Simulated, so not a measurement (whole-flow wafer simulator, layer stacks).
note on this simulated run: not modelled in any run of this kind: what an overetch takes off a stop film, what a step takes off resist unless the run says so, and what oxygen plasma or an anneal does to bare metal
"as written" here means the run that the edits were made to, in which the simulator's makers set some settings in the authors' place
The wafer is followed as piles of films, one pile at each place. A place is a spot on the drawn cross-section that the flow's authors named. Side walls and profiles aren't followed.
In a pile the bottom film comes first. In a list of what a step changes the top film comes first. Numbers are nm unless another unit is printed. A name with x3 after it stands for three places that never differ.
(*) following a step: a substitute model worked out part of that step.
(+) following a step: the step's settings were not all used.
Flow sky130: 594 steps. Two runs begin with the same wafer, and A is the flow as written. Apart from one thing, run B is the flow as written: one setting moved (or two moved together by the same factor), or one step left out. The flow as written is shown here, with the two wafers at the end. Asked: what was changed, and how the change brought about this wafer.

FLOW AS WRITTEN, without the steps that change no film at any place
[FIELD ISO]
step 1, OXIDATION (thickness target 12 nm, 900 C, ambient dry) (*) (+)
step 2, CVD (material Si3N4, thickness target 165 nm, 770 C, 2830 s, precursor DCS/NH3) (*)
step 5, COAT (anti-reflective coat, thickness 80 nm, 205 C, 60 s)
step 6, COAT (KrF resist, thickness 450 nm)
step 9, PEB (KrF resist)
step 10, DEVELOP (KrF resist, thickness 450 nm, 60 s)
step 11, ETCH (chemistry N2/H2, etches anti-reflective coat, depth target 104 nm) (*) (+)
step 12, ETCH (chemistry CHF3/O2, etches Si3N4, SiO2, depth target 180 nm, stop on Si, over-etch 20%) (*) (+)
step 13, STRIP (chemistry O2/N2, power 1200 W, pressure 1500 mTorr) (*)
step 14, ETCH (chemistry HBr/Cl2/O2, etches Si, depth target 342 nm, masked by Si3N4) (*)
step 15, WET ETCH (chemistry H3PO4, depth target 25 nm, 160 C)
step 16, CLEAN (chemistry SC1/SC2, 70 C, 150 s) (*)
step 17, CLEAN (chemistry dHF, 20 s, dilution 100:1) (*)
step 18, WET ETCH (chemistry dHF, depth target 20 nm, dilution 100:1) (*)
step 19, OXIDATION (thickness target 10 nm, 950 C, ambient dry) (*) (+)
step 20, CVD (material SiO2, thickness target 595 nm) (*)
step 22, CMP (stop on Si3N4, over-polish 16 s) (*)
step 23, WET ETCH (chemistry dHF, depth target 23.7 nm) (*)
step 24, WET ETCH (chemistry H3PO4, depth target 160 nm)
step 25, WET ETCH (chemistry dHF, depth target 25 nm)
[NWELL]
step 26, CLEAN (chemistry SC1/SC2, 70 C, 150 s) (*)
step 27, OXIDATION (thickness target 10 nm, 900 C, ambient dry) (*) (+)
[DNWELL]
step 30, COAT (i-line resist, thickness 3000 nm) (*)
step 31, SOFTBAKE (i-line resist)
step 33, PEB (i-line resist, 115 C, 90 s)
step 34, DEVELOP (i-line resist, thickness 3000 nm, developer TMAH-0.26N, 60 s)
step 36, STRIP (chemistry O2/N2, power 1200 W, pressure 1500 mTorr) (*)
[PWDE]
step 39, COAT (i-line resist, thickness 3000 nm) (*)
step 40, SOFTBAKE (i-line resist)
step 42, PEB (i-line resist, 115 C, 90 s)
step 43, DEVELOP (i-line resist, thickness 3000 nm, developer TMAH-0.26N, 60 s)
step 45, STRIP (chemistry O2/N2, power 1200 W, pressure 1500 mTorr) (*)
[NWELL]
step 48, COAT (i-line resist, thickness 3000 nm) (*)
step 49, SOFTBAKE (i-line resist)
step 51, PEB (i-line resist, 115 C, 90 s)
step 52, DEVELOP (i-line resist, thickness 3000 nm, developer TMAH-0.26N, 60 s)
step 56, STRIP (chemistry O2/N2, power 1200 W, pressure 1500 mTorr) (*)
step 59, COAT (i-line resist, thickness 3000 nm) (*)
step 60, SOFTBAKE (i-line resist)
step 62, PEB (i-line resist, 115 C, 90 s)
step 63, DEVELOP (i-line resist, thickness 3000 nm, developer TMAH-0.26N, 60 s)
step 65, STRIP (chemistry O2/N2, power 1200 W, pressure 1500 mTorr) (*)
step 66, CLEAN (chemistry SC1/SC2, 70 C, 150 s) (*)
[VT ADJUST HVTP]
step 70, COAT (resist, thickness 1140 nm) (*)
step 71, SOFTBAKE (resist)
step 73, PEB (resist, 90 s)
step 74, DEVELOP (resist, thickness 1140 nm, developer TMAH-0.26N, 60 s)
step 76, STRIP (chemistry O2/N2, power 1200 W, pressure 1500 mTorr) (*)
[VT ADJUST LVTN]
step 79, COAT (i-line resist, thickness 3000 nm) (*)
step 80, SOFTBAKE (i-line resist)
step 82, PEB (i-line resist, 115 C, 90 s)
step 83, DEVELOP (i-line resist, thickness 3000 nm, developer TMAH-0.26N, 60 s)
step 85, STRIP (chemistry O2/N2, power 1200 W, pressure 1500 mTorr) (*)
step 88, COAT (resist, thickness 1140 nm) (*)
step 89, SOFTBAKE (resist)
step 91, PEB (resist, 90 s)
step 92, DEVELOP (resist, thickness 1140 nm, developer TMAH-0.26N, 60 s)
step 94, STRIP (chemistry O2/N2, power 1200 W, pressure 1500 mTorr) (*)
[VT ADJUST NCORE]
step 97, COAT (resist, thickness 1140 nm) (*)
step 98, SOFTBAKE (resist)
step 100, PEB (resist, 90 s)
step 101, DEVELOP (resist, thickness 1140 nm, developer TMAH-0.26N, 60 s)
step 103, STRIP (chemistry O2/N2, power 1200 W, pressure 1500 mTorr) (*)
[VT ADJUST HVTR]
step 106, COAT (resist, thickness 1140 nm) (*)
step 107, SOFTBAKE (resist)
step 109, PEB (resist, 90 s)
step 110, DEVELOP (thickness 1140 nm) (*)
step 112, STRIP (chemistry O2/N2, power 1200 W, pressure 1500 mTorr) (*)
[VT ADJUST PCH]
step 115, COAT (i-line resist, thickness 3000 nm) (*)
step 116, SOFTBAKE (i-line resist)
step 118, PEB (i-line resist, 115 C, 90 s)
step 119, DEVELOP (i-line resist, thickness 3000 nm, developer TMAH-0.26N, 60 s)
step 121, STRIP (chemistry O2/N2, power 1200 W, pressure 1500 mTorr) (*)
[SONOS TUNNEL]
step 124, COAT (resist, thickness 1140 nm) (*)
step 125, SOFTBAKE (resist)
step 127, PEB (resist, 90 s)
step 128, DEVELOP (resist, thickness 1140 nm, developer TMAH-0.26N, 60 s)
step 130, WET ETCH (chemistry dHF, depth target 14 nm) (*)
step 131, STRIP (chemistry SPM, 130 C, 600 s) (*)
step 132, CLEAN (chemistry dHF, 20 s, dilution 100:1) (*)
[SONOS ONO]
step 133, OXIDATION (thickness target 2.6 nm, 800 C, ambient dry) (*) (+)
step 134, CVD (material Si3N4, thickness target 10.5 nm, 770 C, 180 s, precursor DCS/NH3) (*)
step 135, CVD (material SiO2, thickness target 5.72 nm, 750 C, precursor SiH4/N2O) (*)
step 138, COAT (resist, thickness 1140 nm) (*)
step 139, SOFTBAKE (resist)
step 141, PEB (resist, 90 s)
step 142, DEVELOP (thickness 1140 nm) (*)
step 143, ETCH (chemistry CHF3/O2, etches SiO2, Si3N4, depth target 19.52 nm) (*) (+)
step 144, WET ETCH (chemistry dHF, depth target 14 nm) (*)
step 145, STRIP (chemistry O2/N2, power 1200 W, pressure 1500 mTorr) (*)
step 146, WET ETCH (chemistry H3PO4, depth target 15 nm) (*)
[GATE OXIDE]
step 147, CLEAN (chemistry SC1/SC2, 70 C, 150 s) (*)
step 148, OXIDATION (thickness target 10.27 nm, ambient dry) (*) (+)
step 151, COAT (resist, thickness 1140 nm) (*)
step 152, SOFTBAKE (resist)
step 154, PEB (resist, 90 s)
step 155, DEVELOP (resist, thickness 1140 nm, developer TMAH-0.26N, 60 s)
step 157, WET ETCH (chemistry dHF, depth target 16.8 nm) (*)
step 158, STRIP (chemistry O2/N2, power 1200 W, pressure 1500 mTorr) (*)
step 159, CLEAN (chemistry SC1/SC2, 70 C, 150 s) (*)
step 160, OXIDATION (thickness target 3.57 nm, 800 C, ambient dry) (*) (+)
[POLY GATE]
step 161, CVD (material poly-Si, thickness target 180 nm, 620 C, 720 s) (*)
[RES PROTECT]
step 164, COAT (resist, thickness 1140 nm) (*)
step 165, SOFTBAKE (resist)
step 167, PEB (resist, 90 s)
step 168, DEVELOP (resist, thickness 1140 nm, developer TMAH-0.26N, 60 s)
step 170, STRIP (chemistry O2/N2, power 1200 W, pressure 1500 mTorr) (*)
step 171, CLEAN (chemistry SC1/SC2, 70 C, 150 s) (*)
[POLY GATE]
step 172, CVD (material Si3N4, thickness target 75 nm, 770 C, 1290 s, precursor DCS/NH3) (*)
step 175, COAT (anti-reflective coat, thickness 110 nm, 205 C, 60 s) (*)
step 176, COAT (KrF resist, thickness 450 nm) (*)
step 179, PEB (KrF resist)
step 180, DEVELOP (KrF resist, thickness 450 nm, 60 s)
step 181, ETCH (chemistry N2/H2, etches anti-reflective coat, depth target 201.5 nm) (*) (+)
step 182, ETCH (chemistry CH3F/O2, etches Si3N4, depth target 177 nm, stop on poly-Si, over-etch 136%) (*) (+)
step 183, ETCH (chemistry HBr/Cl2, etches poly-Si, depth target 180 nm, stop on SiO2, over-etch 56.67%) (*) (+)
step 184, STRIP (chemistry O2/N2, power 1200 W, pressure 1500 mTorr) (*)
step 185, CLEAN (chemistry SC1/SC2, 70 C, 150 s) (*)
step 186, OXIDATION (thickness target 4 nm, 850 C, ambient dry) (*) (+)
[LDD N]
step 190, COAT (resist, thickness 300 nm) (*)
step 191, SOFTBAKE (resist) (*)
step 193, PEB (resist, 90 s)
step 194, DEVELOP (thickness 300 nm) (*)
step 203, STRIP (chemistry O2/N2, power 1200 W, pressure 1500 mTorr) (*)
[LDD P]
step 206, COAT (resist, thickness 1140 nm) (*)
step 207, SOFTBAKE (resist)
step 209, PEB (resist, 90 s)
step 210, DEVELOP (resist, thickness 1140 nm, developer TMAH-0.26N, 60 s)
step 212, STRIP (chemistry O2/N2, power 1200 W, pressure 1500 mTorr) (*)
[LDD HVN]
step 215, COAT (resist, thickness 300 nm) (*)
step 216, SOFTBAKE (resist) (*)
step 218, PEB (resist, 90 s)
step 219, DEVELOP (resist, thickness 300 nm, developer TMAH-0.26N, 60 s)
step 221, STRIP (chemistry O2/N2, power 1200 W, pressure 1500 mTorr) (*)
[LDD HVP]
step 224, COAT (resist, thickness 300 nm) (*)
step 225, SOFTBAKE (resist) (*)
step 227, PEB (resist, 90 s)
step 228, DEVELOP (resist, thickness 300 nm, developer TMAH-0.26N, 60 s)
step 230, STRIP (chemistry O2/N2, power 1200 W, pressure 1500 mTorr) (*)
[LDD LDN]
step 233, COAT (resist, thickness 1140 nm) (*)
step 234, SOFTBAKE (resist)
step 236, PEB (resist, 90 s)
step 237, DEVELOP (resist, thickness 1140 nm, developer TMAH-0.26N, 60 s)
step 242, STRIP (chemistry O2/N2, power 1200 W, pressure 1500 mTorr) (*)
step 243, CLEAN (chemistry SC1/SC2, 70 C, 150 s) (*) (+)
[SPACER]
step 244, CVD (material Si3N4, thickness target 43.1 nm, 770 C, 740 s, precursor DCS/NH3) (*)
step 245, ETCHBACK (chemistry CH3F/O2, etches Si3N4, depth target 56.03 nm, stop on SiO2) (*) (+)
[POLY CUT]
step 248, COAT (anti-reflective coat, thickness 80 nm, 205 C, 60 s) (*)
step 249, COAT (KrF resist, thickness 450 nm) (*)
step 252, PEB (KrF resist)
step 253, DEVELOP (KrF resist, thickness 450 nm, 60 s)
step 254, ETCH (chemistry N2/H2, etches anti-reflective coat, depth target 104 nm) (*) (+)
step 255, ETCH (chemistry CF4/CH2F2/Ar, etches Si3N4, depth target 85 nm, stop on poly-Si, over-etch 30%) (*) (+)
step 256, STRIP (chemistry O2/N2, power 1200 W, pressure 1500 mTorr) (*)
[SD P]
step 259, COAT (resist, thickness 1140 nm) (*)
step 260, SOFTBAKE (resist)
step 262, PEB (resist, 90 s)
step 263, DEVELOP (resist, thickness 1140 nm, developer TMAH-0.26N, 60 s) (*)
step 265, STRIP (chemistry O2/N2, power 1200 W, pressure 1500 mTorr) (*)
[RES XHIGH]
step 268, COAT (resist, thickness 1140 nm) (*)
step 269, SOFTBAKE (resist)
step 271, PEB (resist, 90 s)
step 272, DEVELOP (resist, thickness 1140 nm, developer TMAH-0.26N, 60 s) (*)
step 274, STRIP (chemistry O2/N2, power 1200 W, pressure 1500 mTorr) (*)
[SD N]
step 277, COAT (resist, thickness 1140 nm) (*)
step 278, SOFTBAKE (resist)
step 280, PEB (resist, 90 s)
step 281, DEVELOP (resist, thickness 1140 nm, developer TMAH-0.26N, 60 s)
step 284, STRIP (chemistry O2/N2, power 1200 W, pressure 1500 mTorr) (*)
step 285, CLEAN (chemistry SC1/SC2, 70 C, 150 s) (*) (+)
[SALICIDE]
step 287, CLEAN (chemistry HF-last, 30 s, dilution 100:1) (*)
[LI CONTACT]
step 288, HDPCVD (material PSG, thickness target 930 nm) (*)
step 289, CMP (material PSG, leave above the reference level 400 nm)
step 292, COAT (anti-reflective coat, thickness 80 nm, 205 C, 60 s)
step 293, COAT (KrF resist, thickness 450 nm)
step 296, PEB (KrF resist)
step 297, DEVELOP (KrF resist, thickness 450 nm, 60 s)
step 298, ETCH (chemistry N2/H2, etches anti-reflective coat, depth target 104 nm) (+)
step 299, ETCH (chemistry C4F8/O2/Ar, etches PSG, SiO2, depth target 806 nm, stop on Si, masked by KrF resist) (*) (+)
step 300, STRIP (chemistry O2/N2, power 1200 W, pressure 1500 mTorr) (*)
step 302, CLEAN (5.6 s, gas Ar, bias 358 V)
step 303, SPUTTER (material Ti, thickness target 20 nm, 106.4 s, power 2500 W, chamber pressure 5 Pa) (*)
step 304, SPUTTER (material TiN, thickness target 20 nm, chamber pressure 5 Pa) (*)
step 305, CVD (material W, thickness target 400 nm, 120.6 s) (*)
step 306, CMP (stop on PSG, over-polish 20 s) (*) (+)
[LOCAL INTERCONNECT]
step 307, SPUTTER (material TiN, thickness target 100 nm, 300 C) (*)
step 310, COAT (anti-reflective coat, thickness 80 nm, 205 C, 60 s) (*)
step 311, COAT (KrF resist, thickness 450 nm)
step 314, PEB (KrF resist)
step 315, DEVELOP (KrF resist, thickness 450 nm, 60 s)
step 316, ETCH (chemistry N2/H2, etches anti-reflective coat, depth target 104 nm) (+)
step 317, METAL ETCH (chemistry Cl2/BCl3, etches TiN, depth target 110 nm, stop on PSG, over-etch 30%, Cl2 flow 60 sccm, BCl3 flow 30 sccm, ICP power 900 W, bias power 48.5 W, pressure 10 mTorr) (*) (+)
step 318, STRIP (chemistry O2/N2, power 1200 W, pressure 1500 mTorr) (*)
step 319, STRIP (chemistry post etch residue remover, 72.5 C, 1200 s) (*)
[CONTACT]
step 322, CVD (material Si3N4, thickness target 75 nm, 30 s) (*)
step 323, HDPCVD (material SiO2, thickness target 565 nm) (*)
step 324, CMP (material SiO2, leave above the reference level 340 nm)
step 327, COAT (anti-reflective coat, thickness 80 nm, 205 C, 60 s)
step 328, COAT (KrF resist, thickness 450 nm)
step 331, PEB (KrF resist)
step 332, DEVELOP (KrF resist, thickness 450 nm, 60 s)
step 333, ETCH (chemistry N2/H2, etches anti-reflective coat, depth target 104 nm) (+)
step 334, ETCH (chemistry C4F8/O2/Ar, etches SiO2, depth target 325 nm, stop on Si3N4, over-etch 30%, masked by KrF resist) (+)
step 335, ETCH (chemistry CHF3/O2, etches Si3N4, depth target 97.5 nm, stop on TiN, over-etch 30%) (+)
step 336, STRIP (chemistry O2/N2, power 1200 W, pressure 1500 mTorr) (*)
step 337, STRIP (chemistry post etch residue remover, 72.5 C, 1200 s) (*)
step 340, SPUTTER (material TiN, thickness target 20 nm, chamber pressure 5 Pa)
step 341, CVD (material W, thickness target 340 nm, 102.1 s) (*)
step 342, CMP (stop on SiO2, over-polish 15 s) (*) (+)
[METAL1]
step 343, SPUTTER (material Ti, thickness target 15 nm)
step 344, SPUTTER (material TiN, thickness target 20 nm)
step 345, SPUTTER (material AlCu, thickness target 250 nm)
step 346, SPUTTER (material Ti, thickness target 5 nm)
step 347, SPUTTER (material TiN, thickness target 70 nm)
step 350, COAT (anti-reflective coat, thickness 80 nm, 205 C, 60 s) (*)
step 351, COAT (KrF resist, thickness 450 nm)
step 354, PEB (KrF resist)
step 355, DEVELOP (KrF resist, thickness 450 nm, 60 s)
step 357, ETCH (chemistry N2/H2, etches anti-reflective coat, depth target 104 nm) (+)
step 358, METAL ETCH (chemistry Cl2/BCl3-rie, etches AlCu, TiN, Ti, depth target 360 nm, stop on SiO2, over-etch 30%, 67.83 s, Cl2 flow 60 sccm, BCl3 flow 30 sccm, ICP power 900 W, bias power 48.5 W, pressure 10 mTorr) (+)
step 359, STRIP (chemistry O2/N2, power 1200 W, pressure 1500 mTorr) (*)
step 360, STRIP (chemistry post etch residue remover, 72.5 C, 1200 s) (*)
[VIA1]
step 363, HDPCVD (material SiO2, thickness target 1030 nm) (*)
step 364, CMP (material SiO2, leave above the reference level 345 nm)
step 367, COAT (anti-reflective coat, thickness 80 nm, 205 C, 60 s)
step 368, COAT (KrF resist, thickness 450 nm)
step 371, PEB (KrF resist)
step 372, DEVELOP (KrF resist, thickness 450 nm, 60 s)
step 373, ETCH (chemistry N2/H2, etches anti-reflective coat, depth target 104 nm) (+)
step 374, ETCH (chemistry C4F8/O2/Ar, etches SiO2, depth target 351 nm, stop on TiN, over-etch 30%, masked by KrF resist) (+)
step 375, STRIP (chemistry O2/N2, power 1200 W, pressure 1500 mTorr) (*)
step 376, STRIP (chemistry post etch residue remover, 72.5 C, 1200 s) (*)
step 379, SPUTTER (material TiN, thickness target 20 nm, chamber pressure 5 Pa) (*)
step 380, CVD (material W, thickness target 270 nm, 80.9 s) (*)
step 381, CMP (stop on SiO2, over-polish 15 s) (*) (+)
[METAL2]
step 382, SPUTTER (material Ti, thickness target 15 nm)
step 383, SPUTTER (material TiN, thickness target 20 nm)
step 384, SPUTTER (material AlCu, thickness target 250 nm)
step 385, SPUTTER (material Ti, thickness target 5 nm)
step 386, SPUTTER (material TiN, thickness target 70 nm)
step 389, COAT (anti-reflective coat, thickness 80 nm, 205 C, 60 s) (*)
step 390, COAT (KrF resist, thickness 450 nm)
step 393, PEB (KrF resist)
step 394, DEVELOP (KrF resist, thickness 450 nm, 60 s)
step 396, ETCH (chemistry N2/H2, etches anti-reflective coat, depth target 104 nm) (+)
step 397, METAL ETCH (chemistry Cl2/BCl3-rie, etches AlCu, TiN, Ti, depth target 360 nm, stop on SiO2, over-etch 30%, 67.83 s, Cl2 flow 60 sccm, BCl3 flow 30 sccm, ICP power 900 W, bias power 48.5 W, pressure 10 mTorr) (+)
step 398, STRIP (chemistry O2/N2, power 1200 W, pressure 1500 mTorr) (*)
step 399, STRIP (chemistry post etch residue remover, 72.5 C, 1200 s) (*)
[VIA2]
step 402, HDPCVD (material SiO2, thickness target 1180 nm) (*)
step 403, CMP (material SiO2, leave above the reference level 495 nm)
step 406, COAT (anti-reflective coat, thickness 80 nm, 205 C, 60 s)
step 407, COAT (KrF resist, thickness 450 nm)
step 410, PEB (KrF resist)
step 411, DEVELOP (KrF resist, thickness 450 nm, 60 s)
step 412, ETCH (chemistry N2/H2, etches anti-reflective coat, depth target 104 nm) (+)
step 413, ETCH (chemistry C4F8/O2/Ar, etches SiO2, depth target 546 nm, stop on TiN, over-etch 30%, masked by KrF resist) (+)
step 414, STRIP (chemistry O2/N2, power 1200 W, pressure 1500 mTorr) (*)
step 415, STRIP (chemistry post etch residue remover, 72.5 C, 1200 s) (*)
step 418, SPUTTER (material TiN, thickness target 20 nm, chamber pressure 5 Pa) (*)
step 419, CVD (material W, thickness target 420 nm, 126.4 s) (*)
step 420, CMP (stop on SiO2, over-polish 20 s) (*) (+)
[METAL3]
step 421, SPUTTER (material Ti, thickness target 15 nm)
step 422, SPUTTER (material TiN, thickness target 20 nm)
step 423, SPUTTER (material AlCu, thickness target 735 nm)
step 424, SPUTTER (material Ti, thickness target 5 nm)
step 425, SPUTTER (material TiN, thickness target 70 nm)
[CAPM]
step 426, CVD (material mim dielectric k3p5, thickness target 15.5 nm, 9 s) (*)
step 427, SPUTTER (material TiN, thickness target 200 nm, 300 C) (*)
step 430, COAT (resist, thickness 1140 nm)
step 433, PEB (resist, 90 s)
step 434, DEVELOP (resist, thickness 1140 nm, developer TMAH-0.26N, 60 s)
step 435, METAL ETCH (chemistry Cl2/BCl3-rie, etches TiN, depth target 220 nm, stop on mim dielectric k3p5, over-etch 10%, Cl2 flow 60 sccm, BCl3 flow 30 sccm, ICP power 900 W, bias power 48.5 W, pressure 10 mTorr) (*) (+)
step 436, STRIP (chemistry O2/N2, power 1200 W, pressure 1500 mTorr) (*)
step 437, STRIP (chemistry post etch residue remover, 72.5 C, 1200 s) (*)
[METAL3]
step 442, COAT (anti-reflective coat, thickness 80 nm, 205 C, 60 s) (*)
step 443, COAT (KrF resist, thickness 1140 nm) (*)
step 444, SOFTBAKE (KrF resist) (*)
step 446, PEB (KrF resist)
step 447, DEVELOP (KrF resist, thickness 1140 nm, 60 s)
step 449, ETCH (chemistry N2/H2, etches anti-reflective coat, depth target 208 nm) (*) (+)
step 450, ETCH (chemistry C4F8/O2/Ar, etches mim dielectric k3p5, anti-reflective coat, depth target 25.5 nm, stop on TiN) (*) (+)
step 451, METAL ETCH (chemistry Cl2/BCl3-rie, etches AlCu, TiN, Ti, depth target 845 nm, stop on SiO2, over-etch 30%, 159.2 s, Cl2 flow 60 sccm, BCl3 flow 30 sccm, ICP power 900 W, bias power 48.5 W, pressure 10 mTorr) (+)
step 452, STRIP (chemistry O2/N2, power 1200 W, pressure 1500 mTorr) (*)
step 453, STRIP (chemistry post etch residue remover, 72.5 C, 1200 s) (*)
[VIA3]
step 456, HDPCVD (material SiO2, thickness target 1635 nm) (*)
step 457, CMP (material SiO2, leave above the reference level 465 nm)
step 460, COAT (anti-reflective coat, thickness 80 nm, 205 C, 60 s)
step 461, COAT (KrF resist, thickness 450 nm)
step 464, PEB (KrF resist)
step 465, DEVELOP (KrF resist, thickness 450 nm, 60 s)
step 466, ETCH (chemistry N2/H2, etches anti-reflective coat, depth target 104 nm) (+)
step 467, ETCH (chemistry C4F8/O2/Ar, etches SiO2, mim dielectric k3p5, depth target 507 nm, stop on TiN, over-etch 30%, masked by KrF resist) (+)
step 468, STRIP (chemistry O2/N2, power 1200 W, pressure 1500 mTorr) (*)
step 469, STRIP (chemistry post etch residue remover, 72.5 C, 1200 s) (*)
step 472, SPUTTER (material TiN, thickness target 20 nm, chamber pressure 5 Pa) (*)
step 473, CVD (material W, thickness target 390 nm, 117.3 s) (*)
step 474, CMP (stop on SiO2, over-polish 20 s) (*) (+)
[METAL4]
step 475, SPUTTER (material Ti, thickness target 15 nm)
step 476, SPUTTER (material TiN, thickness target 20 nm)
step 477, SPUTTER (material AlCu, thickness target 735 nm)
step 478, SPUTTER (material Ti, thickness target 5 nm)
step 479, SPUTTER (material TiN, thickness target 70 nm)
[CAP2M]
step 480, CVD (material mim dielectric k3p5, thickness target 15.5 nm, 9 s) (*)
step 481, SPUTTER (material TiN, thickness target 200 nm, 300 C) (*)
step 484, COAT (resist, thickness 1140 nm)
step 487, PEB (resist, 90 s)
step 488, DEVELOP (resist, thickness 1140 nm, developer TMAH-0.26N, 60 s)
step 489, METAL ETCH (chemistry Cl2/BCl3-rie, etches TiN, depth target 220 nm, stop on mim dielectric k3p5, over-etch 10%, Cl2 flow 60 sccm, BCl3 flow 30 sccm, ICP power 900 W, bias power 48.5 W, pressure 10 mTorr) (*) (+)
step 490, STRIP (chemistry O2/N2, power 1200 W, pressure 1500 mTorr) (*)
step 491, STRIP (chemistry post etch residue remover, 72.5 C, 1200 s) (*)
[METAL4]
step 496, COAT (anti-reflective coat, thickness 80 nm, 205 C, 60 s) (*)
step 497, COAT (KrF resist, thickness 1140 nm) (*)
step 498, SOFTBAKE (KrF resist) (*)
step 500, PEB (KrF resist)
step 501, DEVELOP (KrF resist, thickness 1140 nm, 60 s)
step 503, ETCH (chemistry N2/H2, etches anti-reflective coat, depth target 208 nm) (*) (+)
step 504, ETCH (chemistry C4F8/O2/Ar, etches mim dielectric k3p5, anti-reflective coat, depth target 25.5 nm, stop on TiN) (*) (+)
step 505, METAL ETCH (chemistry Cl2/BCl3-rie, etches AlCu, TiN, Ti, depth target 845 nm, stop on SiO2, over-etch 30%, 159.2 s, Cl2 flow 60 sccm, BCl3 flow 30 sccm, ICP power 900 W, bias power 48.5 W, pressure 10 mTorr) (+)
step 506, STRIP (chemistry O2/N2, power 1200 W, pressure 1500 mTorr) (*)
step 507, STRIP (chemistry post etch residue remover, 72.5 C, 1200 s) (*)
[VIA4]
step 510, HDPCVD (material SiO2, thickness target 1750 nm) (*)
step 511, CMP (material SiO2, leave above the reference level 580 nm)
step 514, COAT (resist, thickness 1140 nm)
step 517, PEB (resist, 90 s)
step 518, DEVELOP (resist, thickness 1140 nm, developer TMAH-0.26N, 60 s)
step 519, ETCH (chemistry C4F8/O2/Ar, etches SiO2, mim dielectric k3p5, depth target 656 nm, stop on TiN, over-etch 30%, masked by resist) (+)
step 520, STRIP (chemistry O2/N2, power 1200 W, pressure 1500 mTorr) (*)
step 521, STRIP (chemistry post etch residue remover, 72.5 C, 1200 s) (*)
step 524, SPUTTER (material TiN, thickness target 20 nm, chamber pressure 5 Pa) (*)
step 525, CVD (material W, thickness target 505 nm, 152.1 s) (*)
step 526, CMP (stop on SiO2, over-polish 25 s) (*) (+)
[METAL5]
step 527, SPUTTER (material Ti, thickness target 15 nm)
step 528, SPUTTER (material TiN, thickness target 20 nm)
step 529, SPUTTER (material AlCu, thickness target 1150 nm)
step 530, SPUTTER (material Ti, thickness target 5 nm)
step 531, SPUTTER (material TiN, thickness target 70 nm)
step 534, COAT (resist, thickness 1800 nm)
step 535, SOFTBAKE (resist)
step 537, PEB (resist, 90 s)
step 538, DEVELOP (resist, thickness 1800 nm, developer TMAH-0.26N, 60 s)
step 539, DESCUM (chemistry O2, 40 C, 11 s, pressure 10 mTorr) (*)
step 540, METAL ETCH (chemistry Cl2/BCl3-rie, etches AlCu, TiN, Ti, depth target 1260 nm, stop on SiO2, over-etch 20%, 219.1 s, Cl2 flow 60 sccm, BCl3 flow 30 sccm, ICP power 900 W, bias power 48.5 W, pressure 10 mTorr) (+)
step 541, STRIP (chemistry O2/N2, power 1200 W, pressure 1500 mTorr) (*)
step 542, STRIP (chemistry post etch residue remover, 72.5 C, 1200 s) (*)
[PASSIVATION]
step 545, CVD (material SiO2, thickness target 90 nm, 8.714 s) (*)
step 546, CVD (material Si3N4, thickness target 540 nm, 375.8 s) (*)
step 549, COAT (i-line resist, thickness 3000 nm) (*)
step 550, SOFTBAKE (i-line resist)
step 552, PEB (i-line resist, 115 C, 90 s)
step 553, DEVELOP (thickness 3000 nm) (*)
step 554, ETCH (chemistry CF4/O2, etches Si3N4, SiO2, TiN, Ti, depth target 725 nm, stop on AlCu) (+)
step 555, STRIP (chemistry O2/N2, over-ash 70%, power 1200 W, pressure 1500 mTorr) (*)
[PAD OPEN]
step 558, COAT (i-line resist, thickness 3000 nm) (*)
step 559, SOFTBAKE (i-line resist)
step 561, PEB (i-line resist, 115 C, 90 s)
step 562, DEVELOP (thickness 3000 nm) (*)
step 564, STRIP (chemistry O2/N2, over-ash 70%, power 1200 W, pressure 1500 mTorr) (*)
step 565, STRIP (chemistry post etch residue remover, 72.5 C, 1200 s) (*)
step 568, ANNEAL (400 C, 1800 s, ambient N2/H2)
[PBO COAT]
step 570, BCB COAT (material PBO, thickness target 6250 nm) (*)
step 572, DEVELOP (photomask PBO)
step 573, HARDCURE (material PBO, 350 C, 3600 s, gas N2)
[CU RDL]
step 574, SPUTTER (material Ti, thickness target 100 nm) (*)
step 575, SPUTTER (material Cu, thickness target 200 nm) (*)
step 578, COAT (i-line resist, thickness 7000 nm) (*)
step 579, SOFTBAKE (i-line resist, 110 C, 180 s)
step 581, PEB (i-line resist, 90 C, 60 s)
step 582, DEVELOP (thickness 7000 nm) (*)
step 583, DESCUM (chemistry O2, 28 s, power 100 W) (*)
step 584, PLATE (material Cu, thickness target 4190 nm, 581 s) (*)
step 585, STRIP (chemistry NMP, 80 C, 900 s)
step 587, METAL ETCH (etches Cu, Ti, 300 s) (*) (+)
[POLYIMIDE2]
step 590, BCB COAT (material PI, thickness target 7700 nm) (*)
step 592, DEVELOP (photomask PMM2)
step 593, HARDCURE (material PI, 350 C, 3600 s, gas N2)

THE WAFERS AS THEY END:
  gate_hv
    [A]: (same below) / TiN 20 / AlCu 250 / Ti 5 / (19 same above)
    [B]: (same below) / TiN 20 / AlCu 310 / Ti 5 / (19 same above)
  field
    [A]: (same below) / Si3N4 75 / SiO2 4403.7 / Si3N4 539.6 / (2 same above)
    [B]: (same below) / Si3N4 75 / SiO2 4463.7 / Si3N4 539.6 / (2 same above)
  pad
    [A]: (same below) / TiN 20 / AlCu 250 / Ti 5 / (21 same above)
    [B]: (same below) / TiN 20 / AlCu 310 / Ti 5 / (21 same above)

Cause: step 384, SPUTTER: thickness target 310 nm was run, while the flow as written has thickness target 250 nm.
The wafer lets one read it off: gate_hv has AlCu 310, and step 384 as written asks for 250 nm.

The path from the change to this, step by step:
  step 384, SPUTTER (material AlCu, thickness target 250 nm)
      field, active, n_well and 188 more: A +250 AlCu (new film) | B +310 AlCu (new film)
  step 397, METAL ETCH (chemistry Cl2/BCl3-rie, etches AlCu, TiN, Ti, depth target 360 nm, stop on SiO2, over-etch 30%, 67.83 s, Cl2 flow 60 sccm, BCl3 flow 30 sccm, ICP power 900 W, bias power 48.5 W, pressure 10 mTorr) (+)
      field, active, gate and 82 more: A -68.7 TiN (all of it), -5 Ti (all of it), -250 AlCu (all of it), -20 TiN (all of it), -15 Ti (all of it), -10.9 SiO2 | B -68.7 TiN (all of it), -5 Ti (all of it), -310 AlCu (all of it), -20 TiN (all of it), -15 Ti (all of it), -4.93 SiO2
  step 403, CMP (material SiO2, leave above the reference level 495 nm)
      field, active, gate and 82 more: A -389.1 SiO2 | B -335.1 SiO2
